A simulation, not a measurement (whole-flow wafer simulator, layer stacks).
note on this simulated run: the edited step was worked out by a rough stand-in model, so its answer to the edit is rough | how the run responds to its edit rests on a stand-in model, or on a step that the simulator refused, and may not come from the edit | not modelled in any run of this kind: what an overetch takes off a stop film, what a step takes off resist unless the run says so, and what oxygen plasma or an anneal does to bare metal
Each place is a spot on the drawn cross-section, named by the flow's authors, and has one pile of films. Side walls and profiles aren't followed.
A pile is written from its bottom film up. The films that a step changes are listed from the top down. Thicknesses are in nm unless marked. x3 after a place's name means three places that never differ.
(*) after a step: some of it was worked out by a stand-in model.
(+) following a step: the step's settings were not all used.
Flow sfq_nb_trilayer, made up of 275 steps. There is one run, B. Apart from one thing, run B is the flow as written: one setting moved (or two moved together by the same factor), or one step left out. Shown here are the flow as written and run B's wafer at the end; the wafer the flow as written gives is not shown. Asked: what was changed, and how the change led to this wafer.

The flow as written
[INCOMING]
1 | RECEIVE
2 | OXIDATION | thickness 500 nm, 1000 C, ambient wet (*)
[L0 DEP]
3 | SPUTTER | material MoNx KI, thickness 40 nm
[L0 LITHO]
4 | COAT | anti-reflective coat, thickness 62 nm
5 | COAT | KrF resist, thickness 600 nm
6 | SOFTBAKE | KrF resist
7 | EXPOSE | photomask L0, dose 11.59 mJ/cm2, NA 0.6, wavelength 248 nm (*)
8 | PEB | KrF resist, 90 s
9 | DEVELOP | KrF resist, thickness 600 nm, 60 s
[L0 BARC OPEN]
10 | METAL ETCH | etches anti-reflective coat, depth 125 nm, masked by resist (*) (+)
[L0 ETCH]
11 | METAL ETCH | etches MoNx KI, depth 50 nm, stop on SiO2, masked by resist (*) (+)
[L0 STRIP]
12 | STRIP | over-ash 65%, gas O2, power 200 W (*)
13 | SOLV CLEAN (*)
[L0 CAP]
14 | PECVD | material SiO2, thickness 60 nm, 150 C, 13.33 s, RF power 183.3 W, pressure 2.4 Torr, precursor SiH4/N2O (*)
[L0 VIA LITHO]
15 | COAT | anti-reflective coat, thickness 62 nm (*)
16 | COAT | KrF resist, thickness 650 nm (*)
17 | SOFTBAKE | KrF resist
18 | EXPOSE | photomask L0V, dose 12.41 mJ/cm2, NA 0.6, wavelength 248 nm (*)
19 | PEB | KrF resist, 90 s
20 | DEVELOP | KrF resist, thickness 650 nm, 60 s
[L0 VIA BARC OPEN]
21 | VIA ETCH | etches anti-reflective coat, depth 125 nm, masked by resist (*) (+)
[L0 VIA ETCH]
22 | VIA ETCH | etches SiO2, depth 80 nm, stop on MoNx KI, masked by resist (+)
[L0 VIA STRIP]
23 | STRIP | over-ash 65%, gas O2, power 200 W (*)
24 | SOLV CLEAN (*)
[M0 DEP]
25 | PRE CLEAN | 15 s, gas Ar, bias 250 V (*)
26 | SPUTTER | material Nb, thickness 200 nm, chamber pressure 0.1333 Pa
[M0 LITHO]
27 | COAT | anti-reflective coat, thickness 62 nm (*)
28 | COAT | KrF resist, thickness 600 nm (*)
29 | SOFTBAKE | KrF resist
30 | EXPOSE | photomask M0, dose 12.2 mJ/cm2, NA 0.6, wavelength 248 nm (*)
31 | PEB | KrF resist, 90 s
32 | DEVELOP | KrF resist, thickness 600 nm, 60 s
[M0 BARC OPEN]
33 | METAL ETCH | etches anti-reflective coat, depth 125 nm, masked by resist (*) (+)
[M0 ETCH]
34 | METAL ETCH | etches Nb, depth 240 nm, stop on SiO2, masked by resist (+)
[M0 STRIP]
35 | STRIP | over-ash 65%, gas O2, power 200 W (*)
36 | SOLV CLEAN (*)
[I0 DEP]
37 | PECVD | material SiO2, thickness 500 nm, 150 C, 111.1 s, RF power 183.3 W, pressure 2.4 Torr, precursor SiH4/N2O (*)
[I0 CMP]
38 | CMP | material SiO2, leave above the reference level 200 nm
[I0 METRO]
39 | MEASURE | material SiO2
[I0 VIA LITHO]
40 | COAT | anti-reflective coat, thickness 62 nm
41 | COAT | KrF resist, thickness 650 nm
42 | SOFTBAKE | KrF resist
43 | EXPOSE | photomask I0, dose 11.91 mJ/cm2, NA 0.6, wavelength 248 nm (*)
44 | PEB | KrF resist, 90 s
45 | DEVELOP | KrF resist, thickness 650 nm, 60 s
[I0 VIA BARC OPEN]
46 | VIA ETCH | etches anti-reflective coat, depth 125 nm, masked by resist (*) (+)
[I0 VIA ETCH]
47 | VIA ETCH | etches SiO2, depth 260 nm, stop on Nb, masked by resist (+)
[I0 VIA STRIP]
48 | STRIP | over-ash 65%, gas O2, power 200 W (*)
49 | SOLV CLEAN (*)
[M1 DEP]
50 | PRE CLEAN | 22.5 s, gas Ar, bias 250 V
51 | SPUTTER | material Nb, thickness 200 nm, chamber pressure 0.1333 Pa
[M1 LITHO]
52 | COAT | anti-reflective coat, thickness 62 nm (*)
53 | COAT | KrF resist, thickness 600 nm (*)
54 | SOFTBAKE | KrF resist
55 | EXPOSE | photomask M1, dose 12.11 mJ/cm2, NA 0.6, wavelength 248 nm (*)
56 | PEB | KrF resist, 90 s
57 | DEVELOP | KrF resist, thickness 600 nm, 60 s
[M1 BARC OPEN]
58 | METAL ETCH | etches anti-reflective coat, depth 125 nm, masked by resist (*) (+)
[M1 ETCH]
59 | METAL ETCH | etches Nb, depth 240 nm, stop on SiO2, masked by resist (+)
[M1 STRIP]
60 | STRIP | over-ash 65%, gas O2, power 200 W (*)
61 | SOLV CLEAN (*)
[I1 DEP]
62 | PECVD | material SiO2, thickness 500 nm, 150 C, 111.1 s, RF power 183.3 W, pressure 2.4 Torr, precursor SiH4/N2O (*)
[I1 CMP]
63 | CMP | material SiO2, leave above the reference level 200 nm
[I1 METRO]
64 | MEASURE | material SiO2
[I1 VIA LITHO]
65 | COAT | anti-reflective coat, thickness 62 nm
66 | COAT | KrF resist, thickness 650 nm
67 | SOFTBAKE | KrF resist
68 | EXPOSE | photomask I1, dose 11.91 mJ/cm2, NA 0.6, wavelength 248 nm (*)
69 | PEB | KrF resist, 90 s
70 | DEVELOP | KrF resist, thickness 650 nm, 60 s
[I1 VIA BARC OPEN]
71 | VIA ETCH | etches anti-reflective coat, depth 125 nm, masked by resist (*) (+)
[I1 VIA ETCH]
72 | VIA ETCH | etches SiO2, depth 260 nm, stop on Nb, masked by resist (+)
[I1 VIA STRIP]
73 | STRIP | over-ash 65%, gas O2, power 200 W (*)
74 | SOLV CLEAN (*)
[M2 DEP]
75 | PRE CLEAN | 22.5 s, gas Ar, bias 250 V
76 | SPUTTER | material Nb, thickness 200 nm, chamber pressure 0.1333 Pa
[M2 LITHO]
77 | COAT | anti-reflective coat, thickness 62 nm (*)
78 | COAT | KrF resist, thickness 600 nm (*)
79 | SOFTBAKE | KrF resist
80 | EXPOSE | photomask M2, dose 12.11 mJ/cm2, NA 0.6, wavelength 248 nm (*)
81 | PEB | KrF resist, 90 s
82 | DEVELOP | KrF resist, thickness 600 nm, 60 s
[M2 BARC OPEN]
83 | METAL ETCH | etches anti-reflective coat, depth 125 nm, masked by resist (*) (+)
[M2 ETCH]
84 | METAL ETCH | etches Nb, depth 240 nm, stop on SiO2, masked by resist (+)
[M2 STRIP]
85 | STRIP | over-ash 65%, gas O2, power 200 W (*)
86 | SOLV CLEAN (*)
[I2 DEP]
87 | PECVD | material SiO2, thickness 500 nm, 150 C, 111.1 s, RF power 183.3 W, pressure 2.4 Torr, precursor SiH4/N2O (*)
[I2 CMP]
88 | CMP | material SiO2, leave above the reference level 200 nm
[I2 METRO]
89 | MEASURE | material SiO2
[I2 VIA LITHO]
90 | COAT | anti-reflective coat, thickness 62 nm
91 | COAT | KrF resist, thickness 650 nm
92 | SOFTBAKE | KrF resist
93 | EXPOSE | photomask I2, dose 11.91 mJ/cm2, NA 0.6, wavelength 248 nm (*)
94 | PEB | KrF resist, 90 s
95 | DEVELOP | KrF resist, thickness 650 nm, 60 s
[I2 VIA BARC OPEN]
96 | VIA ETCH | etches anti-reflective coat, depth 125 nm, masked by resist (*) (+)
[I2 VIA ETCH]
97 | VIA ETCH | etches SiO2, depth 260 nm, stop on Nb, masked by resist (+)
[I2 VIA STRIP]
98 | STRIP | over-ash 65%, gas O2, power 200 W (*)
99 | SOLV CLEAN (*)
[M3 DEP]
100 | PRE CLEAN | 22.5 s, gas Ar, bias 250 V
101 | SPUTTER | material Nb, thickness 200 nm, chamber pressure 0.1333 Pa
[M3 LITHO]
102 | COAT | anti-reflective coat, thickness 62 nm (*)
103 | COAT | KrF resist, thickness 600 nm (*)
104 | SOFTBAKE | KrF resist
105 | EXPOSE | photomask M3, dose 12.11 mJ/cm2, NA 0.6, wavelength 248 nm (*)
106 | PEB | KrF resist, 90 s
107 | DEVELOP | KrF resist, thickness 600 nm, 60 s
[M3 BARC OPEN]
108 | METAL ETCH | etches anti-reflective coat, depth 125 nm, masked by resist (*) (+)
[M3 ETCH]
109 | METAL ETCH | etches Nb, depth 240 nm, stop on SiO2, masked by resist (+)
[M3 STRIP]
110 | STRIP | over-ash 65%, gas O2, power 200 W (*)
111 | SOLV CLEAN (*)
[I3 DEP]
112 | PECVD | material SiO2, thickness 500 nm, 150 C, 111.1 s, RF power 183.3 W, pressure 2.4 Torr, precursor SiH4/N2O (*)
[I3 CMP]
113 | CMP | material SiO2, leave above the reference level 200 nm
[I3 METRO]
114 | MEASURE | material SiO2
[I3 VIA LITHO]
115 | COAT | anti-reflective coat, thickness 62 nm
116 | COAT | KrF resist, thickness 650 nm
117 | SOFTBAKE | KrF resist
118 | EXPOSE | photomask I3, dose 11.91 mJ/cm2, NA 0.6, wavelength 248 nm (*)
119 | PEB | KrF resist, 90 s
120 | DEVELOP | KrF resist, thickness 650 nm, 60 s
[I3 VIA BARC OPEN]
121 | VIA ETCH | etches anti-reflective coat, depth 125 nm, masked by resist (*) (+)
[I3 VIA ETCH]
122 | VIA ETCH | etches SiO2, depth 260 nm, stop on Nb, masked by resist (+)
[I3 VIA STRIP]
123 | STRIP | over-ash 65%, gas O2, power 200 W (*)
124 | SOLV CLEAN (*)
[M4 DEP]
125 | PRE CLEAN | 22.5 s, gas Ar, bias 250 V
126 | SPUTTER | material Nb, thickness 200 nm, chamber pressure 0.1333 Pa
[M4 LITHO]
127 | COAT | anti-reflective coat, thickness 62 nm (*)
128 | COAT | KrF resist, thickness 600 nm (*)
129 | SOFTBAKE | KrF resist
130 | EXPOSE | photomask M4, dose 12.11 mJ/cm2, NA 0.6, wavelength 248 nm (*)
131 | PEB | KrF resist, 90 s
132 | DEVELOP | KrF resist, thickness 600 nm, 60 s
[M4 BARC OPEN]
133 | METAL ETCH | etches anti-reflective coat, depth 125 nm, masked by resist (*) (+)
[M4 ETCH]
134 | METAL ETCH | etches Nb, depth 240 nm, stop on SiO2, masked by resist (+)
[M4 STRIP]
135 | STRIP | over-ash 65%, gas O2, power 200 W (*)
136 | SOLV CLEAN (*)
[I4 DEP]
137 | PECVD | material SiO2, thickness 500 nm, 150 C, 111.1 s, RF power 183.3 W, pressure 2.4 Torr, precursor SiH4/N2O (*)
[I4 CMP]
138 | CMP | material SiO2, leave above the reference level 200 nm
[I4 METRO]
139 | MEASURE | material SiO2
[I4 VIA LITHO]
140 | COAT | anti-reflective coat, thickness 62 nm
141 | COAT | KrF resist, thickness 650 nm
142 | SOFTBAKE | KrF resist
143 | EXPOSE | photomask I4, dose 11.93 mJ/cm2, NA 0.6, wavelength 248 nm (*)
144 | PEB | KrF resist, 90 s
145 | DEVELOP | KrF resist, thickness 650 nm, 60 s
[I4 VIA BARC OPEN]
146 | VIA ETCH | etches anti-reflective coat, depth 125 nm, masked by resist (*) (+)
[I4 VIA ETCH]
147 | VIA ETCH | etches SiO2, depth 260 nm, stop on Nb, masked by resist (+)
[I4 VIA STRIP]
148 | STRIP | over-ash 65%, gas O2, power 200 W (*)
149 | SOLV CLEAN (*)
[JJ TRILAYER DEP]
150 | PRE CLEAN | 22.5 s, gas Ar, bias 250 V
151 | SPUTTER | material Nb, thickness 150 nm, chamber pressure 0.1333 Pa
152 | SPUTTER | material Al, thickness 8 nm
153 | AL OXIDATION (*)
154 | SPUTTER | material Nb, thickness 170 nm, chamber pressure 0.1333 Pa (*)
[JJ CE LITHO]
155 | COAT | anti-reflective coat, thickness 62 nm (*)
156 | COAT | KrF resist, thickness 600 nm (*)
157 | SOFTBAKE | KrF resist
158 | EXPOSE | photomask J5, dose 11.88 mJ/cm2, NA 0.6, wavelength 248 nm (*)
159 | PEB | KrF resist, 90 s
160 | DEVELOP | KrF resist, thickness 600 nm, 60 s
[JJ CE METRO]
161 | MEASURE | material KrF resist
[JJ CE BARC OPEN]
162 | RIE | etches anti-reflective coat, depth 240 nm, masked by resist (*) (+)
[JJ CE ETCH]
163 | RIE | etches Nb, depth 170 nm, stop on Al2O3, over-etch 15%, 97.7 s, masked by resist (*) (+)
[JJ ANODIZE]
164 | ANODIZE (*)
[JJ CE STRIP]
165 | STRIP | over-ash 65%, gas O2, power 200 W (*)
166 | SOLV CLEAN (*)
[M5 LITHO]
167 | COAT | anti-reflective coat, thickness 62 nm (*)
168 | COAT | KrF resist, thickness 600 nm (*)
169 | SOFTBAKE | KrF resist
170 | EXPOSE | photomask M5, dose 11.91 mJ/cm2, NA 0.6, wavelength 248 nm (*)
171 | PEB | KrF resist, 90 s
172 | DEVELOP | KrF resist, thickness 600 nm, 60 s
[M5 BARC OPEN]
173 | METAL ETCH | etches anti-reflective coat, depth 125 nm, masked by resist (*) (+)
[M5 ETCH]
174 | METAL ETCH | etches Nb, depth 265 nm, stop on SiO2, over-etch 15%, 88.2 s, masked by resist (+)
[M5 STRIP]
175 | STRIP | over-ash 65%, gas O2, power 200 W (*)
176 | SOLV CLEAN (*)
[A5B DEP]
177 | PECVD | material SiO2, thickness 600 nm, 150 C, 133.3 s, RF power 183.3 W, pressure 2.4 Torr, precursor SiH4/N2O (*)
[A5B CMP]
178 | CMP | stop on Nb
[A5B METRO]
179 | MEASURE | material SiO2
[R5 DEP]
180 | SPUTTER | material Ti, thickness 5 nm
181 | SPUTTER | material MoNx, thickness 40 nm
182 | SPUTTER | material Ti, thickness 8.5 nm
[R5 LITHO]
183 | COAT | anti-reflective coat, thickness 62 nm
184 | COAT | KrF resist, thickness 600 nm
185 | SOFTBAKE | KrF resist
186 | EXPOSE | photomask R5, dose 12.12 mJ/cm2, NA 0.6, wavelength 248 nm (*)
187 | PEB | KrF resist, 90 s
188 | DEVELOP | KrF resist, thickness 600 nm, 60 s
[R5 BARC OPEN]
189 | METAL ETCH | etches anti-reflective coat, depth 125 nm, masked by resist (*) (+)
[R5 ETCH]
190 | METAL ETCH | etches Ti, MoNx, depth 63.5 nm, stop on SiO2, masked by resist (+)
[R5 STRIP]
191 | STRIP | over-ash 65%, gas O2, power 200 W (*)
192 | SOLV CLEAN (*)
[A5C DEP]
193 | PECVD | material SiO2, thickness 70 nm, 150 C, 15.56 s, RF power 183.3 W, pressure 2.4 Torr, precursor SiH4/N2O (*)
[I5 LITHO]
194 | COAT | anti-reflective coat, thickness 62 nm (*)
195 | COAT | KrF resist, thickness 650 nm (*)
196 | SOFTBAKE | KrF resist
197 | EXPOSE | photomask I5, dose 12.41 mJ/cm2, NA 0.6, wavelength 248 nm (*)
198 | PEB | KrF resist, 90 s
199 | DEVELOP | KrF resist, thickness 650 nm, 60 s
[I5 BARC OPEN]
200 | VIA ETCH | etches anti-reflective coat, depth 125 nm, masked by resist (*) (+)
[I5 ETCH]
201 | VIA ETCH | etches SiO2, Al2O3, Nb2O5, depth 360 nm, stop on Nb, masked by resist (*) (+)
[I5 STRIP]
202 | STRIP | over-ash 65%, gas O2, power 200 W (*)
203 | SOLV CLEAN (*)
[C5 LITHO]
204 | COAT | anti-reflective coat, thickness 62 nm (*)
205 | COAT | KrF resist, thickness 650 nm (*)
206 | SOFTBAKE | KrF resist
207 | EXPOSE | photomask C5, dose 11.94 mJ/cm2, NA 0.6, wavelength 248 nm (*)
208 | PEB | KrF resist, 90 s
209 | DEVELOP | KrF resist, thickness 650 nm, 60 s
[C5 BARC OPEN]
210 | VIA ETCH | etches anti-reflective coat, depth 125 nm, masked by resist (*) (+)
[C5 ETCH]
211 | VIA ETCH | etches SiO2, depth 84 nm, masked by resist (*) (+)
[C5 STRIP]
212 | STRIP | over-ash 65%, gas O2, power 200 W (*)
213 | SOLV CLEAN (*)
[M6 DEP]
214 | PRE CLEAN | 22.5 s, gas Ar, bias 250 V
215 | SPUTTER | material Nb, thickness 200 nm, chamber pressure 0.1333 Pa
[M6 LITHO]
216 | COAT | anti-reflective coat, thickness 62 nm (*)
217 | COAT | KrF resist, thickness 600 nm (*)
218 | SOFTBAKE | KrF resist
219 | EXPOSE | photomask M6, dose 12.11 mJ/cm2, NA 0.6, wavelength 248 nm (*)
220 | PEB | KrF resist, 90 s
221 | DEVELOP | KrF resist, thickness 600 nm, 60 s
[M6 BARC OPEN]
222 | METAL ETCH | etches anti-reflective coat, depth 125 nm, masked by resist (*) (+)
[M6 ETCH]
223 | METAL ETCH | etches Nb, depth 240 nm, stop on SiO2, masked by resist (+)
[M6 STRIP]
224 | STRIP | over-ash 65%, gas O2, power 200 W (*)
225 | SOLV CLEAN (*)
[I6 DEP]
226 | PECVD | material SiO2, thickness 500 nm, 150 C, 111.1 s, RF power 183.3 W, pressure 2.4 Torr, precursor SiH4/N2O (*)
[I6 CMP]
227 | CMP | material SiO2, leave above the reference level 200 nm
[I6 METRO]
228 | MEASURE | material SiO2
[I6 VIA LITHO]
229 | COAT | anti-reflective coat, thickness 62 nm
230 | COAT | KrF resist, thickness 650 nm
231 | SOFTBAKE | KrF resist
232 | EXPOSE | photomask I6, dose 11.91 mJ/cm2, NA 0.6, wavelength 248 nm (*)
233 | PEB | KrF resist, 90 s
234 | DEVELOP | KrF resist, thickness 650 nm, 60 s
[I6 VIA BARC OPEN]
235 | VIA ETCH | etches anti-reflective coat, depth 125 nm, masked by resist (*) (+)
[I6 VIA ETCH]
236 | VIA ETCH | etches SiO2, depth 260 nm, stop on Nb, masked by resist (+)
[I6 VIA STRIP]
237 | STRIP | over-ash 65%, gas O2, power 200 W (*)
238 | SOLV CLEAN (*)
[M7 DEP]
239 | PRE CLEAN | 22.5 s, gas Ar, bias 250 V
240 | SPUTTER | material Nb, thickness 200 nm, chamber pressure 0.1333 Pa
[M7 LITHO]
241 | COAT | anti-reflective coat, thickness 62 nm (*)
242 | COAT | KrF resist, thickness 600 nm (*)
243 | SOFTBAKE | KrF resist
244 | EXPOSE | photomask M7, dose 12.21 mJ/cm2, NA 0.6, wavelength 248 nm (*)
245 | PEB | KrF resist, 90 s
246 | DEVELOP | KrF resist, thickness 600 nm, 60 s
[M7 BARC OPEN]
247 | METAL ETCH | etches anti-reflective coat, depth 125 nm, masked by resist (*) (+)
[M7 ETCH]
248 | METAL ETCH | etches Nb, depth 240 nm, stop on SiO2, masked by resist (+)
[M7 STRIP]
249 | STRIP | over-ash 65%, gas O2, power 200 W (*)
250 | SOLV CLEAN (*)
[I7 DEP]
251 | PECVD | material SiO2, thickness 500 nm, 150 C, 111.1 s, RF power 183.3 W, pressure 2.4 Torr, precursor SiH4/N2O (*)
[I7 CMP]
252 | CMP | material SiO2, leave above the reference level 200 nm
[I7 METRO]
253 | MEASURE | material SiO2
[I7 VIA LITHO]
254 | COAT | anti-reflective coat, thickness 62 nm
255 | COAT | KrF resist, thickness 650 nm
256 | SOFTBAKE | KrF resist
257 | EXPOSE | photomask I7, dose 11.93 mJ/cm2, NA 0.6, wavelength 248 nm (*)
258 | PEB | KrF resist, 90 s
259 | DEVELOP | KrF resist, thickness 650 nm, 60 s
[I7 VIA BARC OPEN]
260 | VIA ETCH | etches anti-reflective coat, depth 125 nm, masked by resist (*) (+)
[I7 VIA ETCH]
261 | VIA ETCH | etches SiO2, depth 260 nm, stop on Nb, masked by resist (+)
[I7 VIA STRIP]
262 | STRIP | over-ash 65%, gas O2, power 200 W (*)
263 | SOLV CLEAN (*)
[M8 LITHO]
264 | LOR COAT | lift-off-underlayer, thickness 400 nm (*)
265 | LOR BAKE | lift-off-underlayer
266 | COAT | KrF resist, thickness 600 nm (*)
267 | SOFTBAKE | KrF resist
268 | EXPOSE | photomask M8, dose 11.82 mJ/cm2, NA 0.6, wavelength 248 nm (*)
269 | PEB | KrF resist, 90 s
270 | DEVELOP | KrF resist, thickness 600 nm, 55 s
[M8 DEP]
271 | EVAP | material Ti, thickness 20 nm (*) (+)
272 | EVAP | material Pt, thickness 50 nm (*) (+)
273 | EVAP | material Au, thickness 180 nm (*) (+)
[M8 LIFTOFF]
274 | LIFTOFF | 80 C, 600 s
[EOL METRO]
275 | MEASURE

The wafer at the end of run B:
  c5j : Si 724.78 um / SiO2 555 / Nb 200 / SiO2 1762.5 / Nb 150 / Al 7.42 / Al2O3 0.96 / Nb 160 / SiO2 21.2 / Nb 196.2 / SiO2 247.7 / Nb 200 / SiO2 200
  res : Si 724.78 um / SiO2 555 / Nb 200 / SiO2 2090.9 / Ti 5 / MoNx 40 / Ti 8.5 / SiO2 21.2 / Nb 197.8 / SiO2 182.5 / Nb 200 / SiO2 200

What caused this: step 211, VIA ETCH: depth 41.2 nm was run, though the flow has depth 84 nm.

Step by step, how the change led to this:
  211 | VIA ETCH | etches SiO2, depth 84 nm, masked by resist (*) (+)
      c5j: -41.2 SiO2 (it would be, as written: -69.9 SiO2 (all of it), -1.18 Nb)
      res: -41.2 SiO2 (it would be, as written: -69.9 SiO2 (all of it))
      (also at 104 further places)
  214 | PRE CLEAN | 22.5 s, gas Ar, bias 250 V
      c5j: -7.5 SiO2 (it would be, as written: -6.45 Nb)
      res: -7.5 SiO2 (it would be, as written: -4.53 Ti)
  215 | SPUTTER | material Nb, thickness 200 nm, chamber pressure 0.1333 Pa
      c5j: +196.2 Nb (new film) (it would be, as written: +188.4 Nb)
      res: +197.8 Nb (new film) (it would be, as written: +192.9 Nb (new film))
  216 | COAT | anti-reflective coat, thickness 62 nm (*)
      ce_l: +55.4 anti-reflective coat (new film) (it would be, as written: +48 anti-reflective coat (new film))
      c5j: +90.1 anti-reflective coat (new film) (it would be, as written: +110.7 anti-reflective coat (new film))
      (also at 5 further places)
  217 | COAT | KrF resist, thickness 600 nm (*)
      res: +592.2 KrF resist (new film) (it would be, as written: +605.2 KrF resist (new film))
  224 | STRIP | over-ash 65%, gas O2, power 200 W (*)
      ce_l: -392.6 KrF resist (all of it), -55.4 anti-reflective coat (all of it) (it would be, as written: -397.1 KrF resist (all of it), -48 anti-reflective coat (all of it))
      c5j: -405.8 KrF resist (all of it), -90.1 anti-reflective coat (all of it) (it would be, as written: -418.3 KrF resist (all of it), -110.7 anti-reflective coat (all of it))
      (also at 5 further places)
  226 | PECVD | material SiO2, thickness 500 nm, 150 C, 111.1 s, RF power 183.3 W, pressure 2.4 Torr, precursor SiH4/N2O (*)
      c5j: +500 SiO2 (new film) (it would be, as written: +514.7 SiO2 (new film))
  227 | CMP | material SiO2, leave above the reference level 200 nm
      c5j: -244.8 SiO2 (it would be, as written: -223 SiO2)
      res: -310 SiO2 (it would be, as written: -279.4 SiO2)
With metal films that touch counted as one body, c5j has 5 bodies (between them, from the top down: SiO2 247.7; SiO2 21.2; Al2O3 0.96; SiO2 1762.5); the flow as written gives 4 bodies (between them, from the top down: SiO2 284.2; Al2O3 0.96; SiO2 1762.5).
With metal films that touch counted as one body, res has 4 bodies (between them, from the top down: SiO2 182.5; SiO2 21.2; SiO2 2090.9); the flow as written gives 3 bodies (between them, from the top down: SiO2 213.1; SiO2 2090.9).
